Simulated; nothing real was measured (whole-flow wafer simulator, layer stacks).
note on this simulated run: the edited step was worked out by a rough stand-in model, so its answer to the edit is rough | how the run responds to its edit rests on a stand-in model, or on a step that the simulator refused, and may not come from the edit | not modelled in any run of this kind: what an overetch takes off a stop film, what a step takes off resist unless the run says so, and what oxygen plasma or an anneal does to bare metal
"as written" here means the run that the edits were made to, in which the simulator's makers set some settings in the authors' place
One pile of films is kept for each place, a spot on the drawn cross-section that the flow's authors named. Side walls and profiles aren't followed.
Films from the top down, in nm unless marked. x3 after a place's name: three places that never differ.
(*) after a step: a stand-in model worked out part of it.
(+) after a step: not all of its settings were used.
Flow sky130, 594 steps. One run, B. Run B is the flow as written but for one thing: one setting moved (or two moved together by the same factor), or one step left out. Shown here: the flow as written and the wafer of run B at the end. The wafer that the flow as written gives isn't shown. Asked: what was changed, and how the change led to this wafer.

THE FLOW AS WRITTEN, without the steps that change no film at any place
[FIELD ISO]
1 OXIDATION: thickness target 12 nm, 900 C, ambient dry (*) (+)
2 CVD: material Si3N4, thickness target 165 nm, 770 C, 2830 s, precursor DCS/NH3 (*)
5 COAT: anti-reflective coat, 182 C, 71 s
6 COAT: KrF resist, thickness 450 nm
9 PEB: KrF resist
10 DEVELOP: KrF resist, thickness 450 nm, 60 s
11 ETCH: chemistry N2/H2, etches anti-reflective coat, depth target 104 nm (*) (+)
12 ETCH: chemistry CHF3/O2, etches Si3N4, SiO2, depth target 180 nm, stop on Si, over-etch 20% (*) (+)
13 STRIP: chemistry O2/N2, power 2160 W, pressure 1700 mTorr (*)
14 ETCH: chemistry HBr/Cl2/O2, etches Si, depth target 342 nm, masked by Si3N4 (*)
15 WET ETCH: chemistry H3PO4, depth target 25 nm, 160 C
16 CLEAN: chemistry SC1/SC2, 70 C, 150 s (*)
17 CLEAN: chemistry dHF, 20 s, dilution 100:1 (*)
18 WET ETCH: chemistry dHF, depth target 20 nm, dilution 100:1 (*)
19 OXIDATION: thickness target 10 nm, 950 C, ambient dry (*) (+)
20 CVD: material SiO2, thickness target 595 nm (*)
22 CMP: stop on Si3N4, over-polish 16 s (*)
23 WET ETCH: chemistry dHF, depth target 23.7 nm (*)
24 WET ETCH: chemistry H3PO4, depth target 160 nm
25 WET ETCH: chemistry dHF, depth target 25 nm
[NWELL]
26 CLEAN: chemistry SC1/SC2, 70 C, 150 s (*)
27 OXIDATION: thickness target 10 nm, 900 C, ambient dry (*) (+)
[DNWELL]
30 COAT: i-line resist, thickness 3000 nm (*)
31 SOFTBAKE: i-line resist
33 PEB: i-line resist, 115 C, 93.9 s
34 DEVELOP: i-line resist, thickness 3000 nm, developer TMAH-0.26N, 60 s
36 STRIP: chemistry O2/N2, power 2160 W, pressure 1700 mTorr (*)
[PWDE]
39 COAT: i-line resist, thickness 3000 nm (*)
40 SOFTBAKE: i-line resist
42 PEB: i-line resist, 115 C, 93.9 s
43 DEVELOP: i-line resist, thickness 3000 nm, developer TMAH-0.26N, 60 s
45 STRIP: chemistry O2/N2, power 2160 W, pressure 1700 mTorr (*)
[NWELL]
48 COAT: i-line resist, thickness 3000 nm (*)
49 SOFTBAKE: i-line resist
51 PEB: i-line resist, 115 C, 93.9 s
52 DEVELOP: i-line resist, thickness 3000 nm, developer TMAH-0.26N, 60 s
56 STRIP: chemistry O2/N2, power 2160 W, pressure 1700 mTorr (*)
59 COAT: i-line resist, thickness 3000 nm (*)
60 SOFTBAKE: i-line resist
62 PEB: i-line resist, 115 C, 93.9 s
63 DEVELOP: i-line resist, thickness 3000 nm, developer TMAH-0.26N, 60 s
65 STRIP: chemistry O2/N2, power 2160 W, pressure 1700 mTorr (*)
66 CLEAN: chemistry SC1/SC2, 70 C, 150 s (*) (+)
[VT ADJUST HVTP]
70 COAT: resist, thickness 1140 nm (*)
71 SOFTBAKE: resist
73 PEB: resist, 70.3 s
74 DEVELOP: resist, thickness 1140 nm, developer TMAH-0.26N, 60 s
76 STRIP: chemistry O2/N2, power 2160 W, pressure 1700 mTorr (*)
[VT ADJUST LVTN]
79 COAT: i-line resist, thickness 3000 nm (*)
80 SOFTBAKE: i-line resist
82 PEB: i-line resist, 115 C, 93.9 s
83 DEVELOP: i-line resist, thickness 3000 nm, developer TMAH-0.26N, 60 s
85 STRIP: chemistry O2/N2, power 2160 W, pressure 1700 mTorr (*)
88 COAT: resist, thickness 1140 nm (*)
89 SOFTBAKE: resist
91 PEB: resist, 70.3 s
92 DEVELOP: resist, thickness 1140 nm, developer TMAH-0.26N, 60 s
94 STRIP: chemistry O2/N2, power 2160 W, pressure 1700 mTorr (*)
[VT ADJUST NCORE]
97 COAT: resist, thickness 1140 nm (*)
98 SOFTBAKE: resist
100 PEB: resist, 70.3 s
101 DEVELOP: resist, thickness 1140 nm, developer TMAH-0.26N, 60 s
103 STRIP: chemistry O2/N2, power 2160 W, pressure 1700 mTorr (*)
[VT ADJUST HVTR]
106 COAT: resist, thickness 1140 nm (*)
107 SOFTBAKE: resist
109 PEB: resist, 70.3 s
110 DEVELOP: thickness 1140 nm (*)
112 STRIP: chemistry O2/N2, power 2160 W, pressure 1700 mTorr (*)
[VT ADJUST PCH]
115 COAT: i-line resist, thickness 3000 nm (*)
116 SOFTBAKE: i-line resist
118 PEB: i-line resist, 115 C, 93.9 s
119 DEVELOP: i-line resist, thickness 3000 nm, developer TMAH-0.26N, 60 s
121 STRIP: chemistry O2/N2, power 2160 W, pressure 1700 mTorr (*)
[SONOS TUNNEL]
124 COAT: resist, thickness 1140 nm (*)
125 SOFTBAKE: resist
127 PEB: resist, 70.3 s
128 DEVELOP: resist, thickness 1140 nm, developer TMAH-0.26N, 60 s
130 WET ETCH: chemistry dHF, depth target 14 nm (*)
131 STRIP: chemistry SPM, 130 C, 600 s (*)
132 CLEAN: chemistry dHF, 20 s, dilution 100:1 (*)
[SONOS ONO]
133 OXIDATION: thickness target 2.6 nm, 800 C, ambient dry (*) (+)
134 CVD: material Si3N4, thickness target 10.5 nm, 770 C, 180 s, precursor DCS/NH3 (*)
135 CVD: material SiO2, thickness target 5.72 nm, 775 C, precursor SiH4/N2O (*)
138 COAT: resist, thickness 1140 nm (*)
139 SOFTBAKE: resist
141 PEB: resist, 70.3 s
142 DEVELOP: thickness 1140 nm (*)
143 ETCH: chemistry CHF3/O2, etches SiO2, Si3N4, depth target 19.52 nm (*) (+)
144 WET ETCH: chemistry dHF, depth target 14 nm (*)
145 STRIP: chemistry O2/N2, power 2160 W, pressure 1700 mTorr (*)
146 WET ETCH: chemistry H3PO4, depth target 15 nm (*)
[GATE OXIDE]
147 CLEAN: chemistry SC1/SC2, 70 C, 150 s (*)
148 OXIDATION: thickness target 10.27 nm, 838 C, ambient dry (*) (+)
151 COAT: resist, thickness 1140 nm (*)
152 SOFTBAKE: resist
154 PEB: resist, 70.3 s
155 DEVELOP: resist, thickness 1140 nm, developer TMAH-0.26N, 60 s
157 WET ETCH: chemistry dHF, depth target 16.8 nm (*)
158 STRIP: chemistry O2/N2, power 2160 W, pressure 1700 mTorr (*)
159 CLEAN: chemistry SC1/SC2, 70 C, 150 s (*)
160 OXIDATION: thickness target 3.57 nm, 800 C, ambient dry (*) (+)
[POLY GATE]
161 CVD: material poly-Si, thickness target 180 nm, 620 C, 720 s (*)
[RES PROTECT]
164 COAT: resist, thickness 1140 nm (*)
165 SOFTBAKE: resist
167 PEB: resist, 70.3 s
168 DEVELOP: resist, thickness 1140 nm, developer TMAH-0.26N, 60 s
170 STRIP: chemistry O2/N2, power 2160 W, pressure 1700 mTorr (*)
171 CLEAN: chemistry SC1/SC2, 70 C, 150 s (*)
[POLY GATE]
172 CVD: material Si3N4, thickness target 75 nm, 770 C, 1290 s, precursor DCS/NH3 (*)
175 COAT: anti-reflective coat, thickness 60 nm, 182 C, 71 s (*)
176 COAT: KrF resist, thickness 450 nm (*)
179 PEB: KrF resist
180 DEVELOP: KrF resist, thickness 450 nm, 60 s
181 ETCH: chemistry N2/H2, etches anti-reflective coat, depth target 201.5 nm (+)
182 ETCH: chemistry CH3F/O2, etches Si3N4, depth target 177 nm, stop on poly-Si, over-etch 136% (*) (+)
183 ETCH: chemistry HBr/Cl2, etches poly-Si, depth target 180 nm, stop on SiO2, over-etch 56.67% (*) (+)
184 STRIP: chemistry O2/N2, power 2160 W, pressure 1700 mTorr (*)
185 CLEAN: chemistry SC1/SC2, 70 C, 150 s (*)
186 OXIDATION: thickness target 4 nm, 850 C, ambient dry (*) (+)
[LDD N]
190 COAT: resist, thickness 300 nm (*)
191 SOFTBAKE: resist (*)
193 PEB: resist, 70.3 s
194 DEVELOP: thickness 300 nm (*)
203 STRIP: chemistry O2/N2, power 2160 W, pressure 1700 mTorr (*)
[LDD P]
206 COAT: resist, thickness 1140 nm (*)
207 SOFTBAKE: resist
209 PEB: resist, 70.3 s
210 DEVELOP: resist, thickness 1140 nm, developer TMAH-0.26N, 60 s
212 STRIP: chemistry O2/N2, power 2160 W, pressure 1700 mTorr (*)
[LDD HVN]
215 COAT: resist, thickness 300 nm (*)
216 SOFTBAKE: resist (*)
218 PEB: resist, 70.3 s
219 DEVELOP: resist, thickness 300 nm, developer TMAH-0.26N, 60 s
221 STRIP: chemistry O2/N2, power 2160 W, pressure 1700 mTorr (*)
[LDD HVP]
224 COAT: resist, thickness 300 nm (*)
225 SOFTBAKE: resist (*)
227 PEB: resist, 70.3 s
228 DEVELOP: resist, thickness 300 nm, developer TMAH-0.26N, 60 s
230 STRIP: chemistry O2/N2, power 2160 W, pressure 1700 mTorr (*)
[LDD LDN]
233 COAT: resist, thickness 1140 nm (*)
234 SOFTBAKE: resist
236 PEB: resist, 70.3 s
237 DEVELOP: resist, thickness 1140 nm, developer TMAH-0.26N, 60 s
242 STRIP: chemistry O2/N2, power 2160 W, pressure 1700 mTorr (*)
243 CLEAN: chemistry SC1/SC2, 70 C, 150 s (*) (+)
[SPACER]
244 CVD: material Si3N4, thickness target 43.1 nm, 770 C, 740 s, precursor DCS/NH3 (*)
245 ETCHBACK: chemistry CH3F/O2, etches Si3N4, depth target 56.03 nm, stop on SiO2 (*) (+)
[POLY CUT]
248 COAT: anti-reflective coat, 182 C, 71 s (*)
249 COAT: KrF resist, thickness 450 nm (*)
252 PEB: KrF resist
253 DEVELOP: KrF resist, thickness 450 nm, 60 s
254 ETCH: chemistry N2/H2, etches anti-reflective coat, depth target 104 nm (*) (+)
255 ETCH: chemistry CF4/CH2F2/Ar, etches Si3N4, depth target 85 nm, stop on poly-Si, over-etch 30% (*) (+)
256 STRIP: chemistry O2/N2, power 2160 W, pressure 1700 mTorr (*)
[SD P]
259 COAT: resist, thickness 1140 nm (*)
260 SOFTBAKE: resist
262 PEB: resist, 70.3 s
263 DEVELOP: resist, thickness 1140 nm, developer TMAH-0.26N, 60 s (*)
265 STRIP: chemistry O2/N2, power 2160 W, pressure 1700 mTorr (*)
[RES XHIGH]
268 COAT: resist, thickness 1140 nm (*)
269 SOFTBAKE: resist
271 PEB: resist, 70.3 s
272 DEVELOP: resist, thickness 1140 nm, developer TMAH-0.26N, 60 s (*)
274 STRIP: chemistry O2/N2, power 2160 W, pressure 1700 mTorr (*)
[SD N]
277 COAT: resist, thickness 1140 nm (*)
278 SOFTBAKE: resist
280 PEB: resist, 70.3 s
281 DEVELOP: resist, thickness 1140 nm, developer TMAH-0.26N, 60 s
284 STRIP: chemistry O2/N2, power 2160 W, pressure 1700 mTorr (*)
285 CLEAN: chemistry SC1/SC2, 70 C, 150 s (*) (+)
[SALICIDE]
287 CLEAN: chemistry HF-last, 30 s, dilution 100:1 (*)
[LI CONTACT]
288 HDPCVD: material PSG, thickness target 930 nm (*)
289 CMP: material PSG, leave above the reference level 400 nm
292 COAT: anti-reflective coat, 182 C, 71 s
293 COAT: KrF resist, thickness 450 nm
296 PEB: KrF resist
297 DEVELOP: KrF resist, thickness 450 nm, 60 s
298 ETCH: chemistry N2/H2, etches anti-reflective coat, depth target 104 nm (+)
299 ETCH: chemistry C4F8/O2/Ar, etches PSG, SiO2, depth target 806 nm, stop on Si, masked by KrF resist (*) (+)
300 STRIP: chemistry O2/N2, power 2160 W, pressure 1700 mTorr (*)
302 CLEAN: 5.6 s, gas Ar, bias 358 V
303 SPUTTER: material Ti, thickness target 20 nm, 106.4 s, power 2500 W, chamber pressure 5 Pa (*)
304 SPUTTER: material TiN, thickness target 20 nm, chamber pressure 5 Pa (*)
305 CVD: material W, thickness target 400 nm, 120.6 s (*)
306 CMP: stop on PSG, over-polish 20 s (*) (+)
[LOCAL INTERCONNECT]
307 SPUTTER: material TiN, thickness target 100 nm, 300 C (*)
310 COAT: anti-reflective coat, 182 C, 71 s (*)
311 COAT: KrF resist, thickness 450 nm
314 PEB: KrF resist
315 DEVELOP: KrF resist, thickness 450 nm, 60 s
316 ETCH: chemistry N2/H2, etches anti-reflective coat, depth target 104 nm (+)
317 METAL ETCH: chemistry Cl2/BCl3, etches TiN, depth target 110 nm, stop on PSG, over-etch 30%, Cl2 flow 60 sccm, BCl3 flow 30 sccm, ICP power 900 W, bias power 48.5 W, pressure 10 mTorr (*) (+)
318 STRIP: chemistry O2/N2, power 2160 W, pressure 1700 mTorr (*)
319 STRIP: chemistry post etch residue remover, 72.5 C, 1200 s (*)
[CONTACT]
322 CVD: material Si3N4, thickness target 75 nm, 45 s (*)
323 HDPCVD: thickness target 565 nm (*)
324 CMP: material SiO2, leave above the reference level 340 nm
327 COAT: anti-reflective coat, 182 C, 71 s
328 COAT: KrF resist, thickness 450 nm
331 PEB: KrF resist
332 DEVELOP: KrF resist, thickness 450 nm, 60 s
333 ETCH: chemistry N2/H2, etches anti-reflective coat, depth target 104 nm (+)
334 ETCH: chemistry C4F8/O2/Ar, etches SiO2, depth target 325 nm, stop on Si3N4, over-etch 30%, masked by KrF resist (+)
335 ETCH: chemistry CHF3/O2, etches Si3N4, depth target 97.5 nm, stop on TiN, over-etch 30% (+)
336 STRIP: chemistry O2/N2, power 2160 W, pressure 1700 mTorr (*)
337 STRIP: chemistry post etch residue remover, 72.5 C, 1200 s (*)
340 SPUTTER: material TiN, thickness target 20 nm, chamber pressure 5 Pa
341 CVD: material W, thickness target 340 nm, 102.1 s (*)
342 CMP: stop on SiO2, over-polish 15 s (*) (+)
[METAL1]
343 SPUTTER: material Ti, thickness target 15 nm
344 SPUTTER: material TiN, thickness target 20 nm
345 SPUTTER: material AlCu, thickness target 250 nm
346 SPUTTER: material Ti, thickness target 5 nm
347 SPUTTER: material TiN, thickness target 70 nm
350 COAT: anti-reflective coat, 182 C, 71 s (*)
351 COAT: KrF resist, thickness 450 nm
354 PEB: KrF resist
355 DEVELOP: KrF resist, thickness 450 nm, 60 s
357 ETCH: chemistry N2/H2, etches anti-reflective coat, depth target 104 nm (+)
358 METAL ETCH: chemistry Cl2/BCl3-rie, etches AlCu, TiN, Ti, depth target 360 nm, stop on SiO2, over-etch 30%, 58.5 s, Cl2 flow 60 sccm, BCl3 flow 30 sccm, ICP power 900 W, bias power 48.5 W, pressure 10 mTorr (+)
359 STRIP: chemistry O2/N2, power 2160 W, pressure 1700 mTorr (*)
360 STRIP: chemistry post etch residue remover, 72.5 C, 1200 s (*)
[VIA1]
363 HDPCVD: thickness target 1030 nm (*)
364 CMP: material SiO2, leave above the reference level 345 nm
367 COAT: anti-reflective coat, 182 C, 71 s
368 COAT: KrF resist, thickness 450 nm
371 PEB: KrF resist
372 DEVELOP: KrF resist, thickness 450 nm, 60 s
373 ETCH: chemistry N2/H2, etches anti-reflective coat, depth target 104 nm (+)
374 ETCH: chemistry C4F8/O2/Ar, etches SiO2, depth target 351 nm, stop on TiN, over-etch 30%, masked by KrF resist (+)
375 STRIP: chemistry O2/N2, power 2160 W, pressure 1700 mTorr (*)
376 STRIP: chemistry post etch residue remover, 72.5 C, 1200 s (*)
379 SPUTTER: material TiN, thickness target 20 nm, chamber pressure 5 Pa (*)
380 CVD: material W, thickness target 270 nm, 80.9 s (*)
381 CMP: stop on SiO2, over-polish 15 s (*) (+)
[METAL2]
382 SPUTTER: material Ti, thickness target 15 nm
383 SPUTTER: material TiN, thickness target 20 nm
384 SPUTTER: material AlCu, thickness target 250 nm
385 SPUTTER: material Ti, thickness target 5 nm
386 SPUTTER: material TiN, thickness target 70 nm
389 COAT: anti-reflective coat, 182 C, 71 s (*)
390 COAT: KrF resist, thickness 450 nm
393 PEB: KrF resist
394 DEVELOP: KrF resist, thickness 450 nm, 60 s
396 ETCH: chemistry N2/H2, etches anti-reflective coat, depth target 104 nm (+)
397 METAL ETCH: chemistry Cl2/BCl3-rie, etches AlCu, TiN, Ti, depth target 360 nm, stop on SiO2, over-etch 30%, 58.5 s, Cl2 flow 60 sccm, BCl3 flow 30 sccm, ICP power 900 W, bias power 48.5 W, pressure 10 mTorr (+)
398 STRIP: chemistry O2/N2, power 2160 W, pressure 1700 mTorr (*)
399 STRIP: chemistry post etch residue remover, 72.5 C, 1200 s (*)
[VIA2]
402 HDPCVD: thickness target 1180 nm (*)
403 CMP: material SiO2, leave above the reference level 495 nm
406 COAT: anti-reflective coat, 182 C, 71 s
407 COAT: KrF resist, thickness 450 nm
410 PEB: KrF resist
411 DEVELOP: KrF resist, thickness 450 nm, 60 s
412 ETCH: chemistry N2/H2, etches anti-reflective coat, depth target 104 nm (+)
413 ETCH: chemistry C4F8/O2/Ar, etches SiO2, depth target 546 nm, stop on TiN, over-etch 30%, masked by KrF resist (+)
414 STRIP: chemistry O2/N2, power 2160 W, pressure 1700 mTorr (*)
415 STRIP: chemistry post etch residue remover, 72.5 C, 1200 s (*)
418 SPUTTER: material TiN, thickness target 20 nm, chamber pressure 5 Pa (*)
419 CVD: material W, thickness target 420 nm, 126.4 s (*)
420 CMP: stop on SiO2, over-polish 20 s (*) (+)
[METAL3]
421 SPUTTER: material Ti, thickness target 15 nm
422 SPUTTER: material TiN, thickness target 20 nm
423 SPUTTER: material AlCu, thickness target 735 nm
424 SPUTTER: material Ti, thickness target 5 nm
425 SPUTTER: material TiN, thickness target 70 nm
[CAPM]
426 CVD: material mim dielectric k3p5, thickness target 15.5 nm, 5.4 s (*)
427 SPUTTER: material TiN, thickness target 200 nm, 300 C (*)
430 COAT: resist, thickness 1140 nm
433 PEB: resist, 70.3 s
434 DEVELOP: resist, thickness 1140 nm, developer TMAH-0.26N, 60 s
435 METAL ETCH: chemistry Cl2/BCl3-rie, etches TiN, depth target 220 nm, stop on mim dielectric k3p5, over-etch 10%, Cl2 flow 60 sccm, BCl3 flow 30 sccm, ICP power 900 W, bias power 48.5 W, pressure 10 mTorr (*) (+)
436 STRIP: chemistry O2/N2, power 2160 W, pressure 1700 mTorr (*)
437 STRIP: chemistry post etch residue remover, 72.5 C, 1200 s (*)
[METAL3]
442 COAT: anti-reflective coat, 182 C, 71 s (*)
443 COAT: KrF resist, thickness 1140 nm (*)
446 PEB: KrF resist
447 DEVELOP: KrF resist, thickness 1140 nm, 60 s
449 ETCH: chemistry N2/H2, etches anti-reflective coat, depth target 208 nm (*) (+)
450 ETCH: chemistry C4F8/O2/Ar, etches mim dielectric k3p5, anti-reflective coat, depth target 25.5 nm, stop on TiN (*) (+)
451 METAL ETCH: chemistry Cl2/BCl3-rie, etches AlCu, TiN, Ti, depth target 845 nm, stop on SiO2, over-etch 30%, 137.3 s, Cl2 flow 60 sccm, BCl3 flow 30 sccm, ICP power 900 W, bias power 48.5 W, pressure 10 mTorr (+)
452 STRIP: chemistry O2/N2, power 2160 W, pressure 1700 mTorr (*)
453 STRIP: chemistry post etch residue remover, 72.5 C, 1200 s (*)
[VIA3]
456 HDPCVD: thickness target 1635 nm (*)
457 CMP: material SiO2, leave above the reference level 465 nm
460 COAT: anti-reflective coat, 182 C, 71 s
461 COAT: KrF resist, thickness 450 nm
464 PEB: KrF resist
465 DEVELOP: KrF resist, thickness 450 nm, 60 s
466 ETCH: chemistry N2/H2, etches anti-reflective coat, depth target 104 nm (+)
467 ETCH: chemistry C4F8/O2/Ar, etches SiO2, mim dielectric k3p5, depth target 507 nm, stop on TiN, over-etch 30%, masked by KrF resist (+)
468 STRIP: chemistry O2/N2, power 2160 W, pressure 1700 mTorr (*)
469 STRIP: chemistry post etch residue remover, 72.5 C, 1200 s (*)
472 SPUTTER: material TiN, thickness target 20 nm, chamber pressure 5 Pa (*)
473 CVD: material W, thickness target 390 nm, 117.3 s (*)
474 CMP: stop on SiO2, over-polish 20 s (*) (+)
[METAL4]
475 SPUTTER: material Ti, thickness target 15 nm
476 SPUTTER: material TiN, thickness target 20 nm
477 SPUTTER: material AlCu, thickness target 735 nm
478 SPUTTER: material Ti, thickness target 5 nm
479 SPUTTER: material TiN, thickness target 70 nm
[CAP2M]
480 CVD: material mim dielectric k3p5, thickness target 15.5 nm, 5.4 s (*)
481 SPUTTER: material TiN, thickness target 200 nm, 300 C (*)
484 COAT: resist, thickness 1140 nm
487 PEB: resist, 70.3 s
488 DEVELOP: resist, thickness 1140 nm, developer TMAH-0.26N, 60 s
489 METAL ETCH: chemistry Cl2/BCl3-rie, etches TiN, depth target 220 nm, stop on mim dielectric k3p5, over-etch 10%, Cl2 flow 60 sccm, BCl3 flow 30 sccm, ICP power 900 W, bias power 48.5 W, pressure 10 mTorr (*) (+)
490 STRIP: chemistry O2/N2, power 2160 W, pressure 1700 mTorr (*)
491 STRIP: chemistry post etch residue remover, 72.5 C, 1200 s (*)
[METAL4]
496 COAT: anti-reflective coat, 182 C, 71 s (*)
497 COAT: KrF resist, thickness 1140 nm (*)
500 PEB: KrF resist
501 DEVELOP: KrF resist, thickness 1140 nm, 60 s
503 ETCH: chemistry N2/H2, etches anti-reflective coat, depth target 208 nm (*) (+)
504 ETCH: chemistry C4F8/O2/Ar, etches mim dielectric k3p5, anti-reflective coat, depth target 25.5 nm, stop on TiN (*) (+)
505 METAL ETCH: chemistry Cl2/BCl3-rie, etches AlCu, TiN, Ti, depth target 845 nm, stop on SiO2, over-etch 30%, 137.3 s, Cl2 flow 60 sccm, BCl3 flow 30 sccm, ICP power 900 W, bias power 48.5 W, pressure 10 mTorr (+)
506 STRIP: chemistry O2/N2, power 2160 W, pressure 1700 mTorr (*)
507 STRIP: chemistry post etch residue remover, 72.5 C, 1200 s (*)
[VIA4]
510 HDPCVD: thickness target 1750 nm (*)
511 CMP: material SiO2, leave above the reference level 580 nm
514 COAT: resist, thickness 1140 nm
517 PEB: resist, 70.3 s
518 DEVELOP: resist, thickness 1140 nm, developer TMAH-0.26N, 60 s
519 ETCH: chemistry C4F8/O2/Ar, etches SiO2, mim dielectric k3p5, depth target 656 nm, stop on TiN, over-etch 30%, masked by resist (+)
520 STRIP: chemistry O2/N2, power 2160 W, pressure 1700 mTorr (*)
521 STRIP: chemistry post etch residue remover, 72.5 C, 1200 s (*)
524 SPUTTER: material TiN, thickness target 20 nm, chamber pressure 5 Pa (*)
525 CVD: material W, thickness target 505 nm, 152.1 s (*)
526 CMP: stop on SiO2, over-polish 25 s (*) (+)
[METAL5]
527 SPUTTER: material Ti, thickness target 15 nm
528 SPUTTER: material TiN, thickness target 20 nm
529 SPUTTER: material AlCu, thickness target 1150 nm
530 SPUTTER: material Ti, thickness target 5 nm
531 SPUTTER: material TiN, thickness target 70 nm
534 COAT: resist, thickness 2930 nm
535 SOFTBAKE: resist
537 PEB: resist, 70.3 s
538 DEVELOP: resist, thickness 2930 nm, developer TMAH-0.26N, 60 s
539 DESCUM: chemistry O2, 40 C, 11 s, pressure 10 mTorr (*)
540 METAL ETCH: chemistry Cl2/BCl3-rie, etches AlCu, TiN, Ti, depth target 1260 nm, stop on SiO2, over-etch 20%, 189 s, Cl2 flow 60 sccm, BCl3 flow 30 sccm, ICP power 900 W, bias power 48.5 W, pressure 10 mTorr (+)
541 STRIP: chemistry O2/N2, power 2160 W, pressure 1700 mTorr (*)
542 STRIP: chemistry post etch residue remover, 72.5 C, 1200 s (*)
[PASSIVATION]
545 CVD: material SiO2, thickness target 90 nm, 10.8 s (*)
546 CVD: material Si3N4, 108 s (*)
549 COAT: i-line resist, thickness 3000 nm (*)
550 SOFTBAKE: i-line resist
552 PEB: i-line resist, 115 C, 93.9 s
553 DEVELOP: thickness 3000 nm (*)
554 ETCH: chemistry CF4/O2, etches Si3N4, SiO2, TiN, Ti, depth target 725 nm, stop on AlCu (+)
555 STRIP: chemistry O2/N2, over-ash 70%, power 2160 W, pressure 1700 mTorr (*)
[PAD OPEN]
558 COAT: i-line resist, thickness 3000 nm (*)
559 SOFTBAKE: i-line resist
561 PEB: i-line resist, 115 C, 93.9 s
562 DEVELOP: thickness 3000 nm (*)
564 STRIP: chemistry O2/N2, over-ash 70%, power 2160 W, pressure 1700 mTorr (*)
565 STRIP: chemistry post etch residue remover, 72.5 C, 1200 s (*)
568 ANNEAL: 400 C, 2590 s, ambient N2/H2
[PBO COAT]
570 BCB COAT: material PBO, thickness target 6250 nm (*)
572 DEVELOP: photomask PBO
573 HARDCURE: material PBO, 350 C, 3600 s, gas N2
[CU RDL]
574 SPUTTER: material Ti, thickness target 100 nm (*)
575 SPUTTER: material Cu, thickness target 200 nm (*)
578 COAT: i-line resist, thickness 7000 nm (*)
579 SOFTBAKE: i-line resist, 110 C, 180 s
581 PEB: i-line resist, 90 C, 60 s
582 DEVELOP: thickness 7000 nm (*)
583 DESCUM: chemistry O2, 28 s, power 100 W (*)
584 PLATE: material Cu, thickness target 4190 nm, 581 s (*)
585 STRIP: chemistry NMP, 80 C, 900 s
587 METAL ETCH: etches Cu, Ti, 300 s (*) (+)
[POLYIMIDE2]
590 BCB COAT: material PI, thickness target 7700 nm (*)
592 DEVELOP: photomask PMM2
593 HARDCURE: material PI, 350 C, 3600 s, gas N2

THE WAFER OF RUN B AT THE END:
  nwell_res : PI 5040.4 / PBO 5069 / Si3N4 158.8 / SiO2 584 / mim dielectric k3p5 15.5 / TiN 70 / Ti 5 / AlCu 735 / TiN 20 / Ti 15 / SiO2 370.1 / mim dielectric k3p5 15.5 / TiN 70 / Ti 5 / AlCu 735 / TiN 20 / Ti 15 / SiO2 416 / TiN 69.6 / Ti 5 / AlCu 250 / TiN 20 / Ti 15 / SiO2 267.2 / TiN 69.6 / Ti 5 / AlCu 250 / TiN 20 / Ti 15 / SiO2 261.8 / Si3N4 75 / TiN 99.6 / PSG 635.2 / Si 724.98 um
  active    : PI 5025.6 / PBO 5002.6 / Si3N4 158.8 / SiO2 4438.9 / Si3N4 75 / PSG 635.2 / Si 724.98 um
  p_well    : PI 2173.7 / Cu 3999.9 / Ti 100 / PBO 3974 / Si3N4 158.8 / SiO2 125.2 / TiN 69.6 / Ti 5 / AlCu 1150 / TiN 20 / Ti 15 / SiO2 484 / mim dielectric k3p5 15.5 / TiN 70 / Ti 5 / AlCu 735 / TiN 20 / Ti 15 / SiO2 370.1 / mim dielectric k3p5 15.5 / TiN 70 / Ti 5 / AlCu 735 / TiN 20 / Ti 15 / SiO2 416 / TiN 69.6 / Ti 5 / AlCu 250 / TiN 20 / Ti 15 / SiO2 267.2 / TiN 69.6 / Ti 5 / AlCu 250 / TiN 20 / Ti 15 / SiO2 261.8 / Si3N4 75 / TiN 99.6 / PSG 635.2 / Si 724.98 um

The cause: step 186, OXIDATION: 722 C was run, where the flow has 850 C.

How the change led to this, step by step:
  186 OXIDATION: thickness target 4 nm, 850 C, ambient dry (*) (+)
      active, p_well, spacer and 26 more: SiO2 +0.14, Si -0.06 (as written it would be: SiO2 +1.55, Si -0.68)
      pwell_dnw, sd_hvn, dext_ntap_nw and 17 more: SiO2 +0.14, Si -0.06 (as written it would be: SiO2 +0.94, Si -0.41)
      (and at 1 more place)
  248 COAT: anti-reflective coat, 182 C, 71 s (*)
      gate_p_hv: anti-reflective coat +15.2 (new film) (as written it would be: anti-reflective coat +15.8 (new film))
  256 STRIP: chemistry O2/N2, power 2160 W, pressure 1700 mTorr (*)
      gate_p_hv: KrF resist -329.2 (all of it), anti-reflective coat -15.2 (all of it) (as written it would be: KrF resist -328.9 (all of it), anti-reflective coat -15.8 (all of it))
  287 CLEAN: chemistry HF-last, 30 s, dilution 100:1 (*)
      active, p_well, sd_n and 19 more: SiO2 -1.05 (all of it) (as written it would be: SiO2 -1.31)
      ndiff_dn: SiO2 -1.28 (all of it) (as written it would be: SiO2 -1.31)
  299 ETCH: chemistry C4F8/O2/Ar, etches PSG, SiO2, depth target 806 nm, stop on Si, masked by KrF resist (*) (+)
      contact, ndiff_licon, ndiff_licon_cpp: PSG -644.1 (all of it) (as written it would be: PSG -643.6 (all of it), SiO2 -1.16 (all of it))
